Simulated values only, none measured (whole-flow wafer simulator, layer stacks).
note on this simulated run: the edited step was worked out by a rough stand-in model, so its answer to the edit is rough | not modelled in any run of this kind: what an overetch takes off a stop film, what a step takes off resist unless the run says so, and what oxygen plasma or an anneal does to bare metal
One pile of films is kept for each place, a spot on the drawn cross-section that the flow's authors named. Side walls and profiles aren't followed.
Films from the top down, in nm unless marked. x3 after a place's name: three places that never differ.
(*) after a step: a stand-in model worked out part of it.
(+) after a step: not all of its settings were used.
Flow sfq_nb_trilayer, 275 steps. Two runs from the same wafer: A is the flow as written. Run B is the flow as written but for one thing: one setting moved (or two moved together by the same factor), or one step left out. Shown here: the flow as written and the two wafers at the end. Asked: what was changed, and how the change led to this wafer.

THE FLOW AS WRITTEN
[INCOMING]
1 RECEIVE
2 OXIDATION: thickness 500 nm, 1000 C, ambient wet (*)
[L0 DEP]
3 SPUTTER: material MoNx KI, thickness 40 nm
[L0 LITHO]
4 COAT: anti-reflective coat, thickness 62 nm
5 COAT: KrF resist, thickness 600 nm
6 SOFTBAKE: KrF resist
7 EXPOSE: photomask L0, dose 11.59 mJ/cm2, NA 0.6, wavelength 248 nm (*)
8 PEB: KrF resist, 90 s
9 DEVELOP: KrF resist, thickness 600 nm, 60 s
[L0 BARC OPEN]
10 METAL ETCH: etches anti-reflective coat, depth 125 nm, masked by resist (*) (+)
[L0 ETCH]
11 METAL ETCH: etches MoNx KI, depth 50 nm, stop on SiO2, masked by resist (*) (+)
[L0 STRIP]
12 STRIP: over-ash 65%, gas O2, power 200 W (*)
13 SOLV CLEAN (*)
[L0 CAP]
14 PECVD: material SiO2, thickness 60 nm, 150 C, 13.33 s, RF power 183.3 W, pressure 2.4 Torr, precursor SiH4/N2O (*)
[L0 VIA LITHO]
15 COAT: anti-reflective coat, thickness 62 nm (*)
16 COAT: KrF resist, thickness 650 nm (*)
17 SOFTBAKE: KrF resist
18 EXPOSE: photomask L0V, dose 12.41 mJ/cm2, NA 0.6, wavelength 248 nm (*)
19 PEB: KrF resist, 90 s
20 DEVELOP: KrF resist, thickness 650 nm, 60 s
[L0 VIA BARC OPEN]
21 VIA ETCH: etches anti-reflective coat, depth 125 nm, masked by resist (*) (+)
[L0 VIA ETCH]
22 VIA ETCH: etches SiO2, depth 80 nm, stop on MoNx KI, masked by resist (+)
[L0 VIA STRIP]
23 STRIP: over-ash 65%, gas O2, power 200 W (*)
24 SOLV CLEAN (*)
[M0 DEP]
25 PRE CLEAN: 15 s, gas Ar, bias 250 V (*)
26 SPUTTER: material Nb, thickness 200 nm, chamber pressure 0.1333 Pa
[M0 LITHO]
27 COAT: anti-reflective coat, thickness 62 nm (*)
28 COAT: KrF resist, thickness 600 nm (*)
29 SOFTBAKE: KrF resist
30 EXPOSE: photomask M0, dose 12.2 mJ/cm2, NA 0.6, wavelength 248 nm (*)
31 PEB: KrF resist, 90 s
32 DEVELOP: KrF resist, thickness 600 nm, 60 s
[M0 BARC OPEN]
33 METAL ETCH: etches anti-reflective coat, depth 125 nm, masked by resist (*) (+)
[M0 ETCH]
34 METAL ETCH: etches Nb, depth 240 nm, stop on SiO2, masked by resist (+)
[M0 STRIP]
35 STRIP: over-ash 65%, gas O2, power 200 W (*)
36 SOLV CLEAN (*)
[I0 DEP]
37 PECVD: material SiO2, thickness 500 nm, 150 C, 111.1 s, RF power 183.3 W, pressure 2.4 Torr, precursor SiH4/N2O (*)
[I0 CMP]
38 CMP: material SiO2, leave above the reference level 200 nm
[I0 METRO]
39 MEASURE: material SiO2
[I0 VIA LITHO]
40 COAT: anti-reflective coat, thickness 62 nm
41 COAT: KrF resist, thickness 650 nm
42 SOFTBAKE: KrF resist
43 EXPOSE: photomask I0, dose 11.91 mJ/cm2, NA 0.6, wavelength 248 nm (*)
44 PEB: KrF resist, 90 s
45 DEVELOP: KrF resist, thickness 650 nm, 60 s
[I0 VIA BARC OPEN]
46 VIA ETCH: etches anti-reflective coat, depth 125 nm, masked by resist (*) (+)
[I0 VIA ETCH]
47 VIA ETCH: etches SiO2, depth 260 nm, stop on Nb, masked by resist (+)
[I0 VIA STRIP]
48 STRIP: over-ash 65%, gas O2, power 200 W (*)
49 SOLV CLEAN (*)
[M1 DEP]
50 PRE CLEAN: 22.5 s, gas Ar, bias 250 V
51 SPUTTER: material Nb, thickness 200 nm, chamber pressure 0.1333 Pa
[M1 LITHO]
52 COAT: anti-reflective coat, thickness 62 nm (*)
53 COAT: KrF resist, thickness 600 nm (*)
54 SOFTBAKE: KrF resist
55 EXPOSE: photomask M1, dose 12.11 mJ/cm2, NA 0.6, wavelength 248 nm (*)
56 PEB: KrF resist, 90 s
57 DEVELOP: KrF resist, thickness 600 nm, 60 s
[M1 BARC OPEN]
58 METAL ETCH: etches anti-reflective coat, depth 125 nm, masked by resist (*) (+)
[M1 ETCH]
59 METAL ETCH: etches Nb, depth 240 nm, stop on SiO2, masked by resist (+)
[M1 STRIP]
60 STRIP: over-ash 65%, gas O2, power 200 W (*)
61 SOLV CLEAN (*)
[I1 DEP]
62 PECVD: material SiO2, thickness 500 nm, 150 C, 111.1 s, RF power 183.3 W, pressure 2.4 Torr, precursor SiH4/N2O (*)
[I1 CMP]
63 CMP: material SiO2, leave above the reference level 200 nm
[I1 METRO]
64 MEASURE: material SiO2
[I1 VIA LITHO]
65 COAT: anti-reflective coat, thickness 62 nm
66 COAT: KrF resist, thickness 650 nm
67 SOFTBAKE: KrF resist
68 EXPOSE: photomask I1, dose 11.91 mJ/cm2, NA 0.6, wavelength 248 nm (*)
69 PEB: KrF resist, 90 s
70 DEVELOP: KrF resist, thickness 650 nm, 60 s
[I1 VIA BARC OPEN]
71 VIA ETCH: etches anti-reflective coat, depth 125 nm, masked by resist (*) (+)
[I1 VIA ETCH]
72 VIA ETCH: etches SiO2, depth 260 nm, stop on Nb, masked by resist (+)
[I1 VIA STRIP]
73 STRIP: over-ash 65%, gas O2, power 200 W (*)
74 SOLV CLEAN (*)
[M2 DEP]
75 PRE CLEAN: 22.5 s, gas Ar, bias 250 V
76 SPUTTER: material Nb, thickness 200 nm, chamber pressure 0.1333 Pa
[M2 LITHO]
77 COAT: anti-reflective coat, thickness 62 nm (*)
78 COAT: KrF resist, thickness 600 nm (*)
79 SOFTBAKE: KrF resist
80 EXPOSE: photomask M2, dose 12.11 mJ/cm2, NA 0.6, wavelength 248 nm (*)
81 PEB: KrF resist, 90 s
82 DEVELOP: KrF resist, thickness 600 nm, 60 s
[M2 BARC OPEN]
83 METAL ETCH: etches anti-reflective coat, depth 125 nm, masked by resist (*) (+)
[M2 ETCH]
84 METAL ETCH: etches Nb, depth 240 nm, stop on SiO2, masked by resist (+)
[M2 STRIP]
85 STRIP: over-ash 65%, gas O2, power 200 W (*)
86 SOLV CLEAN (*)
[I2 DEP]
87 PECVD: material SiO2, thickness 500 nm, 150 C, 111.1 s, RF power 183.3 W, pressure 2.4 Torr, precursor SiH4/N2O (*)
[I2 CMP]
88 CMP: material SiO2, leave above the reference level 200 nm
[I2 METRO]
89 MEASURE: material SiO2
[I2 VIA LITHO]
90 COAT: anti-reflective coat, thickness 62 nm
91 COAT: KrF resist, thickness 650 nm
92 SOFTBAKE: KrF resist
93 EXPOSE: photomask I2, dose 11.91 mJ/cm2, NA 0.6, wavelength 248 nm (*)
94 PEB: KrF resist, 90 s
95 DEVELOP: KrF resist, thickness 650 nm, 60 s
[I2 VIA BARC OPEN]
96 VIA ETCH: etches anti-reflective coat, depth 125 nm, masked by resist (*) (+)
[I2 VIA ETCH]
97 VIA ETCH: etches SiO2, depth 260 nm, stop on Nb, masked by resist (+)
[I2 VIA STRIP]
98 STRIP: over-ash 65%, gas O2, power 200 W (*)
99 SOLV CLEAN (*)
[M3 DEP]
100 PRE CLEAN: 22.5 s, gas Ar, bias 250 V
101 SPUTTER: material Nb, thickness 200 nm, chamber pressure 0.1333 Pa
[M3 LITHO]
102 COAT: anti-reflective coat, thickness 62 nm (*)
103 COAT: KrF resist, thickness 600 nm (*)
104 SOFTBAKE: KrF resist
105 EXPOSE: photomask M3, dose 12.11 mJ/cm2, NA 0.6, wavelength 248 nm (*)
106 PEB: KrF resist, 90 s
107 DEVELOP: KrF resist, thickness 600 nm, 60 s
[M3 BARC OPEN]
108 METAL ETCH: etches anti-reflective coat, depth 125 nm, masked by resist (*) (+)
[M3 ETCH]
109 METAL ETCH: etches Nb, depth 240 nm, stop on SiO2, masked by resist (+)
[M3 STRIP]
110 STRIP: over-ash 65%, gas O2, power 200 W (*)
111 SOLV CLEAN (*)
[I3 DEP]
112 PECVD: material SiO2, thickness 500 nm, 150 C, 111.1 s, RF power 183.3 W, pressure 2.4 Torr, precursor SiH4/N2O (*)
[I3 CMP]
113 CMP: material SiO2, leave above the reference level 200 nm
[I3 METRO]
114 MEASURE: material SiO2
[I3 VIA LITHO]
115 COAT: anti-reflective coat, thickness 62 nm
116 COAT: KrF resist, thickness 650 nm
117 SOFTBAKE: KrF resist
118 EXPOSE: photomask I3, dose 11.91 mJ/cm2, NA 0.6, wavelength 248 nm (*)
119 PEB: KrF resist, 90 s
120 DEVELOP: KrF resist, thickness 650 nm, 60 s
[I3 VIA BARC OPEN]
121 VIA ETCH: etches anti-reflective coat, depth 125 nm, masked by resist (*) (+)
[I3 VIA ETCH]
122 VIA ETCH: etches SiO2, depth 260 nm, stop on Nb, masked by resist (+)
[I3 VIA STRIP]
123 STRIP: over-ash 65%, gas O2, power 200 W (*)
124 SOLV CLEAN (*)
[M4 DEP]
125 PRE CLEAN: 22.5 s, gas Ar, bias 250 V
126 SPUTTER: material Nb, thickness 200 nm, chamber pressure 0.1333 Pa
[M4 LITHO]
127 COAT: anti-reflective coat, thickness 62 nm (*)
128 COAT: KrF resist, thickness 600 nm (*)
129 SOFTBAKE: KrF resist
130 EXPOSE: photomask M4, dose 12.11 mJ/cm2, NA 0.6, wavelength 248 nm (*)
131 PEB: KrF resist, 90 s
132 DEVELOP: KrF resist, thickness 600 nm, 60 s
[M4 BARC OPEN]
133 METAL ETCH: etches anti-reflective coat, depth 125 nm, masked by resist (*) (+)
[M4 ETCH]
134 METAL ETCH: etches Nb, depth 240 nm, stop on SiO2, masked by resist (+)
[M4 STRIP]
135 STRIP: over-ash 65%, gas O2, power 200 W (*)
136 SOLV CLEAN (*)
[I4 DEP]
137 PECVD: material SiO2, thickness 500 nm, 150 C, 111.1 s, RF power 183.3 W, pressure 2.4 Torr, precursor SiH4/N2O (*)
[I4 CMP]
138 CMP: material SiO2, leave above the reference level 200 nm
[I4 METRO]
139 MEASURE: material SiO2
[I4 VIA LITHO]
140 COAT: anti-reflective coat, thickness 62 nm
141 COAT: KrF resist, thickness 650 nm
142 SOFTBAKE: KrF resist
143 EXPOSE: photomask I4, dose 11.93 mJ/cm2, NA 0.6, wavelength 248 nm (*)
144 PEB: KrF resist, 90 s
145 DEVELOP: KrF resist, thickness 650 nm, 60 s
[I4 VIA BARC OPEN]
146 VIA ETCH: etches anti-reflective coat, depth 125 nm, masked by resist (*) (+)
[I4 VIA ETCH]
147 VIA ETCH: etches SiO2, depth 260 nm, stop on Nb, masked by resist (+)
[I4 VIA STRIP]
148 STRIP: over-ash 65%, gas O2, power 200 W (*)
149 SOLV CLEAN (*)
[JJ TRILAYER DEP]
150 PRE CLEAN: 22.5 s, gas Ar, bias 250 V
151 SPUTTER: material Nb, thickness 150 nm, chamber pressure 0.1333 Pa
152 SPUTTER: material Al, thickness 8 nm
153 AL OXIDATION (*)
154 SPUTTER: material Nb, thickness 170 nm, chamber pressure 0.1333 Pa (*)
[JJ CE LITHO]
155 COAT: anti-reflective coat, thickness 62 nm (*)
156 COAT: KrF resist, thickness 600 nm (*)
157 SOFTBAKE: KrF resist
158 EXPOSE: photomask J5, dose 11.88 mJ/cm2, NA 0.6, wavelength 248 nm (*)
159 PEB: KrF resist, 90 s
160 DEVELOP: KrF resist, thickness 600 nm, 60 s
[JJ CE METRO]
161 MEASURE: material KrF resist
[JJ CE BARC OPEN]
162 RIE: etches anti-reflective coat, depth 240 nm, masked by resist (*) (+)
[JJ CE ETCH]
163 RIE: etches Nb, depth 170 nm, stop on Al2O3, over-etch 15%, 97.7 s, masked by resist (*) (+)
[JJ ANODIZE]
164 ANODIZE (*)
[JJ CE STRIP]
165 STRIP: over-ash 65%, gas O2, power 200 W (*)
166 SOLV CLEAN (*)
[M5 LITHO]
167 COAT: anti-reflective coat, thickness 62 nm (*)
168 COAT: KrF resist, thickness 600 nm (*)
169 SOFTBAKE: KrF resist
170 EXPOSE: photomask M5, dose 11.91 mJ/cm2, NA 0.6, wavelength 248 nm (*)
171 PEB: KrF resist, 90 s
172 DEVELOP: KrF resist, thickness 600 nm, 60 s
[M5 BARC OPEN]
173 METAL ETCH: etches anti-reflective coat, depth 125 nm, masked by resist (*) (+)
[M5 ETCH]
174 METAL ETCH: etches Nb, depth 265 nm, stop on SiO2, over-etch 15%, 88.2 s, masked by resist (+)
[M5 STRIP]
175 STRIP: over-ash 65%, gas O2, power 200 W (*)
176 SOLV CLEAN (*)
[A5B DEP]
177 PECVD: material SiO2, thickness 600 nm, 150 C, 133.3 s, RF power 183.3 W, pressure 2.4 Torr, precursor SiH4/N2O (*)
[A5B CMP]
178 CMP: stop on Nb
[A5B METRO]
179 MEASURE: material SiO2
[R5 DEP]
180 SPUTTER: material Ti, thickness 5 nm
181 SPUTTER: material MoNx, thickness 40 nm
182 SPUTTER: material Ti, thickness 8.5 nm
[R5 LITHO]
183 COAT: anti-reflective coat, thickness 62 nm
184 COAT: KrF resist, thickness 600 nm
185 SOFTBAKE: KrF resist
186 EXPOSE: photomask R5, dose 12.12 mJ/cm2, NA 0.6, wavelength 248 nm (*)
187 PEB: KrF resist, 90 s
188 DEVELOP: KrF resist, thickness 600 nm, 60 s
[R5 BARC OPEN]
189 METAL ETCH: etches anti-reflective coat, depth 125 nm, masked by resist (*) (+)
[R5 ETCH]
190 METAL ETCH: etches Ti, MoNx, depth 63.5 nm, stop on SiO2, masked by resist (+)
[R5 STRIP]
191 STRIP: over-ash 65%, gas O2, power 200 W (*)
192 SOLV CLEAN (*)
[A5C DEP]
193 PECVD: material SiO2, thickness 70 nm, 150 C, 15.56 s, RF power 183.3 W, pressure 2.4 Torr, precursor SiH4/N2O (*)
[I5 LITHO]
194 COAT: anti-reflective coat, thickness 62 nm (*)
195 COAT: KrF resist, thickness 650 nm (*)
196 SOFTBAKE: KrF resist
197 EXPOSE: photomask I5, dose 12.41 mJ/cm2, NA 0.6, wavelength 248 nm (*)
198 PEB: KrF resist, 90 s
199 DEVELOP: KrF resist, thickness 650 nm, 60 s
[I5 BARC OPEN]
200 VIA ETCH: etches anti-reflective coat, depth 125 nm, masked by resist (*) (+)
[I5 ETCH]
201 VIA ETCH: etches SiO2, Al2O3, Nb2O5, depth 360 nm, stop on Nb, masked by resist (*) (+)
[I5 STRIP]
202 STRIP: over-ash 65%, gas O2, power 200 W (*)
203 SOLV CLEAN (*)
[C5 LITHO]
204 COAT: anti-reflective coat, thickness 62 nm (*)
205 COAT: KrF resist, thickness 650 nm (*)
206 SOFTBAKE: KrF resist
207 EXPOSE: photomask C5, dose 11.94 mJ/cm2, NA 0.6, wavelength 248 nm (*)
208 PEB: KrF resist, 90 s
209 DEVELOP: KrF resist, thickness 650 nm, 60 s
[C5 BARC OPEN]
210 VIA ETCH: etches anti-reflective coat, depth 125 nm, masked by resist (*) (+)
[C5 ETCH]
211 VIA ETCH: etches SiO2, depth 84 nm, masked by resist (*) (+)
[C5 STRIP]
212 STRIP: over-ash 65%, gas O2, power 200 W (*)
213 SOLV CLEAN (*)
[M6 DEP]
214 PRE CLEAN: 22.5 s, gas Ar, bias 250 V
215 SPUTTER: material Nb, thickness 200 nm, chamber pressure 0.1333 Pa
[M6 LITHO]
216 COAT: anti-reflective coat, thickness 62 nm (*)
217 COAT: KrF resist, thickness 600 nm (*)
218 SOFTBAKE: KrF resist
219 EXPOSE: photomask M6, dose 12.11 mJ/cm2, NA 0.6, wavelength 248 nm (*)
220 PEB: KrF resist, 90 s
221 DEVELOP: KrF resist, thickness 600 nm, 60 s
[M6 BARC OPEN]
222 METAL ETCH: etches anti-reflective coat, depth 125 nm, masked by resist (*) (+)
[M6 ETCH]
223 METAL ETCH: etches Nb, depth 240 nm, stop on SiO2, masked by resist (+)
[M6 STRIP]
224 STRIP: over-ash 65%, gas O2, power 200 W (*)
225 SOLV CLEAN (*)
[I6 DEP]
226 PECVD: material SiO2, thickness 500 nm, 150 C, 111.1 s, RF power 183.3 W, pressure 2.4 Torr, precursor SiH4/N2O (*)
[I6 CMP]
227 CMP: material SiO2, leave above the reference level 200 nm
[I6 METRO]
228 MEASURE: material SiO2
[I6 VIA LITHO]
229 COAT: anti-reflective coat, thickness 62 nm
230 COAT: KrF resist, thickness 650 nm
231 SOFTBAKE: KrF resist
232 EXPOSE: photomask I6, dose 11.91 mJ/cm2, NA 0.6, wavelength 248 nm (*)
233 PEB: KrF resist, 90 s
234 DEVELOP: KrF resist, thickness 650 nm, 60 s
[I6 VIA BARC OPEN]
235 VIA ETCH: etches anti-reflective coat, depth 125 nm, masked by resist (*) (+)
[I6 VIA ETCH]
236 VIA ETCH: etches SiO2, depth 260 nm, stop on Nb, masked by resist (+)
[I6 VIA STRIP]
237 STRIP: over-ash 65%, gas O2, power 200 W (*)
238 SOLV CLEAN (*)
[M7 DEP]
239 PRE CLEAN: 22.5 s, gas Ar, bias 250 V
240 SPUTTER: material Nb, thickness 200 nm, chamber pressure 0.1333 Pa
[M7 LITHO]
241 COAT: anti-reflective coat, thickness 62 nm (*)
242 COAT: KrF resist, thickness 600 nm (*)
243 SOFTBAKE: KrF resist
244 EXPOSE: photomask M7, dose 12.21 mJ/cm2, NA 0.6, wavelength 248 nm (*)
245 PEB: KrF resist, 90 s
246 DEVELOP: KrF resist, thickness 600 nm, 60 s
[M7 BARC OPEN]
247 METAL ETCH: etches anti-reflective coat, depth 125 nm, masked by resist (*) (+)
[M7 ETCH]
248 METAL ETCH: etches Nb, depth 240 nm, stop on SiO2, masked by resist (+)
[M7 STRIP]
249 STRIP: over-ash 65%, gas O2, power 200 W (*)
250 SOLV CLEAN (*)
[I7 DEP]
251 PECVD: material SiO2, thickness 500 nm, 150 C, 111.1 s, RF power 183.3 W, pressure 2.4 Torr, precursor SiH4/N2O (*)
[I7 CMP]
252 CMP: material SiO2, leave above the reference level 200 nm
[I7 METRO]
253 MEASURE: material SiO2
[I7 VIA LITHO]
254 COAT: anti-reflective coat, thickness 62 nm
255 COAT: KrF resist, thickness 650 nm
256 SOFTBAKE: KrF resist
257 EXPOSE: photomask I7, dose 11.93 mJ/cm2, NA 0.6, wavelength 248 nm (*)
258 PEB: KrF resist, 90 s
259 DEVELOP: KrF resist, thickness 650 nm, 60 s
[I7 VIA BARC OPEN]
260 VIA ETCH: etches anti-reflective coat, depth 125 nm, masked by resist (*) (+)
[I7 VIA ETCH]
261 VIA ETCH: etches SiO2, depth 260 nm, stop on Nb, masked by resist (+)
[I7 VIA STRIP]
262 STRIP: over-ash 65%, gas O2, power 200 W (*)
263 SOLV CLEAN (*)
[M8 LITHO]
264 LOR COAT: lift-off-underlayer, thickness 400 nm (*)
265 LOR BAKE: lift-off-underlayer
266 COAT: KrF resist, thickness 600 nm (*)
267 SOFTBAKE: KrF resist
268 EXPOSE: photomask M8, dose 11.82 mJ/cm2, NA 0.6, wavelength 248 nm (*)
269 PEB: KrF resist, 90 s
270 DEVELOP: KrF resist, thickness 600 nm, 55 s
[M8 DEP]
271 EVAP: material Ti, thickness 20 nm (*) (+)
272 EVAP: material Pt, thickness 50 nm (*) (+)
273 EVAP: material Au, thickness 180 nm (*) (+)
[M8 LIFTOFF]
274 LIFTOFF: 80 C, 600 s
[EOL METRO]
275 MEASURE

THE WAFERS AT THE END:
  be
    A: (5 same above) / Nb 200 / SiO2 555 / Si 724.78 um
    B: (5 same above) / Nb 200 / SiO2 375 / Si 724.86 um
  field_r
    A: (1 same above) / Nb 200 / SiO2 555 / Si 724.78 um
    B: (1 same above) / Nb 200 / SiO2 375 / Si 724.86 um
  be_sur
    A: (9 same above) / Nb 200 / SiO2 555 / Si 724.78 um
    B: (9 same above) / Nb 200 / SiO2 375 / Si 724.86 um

The cause: step 2, OXIDATION: thickness 320 nm was run, where the flow has thickness 500 nm.

How the change led to this, step by step:
  2 OXIDATION: thickness 500 nm, 1000 C, ambient wet (*)
      field_l, v_sur, via_wl and 103 more: A SiO2 +500 (new film), chemical SiO2 -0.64 (all of it), Si -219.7 | B SiO2 +320 (new film), chemical SiO2 -0.64 (all of it), Si -140.5
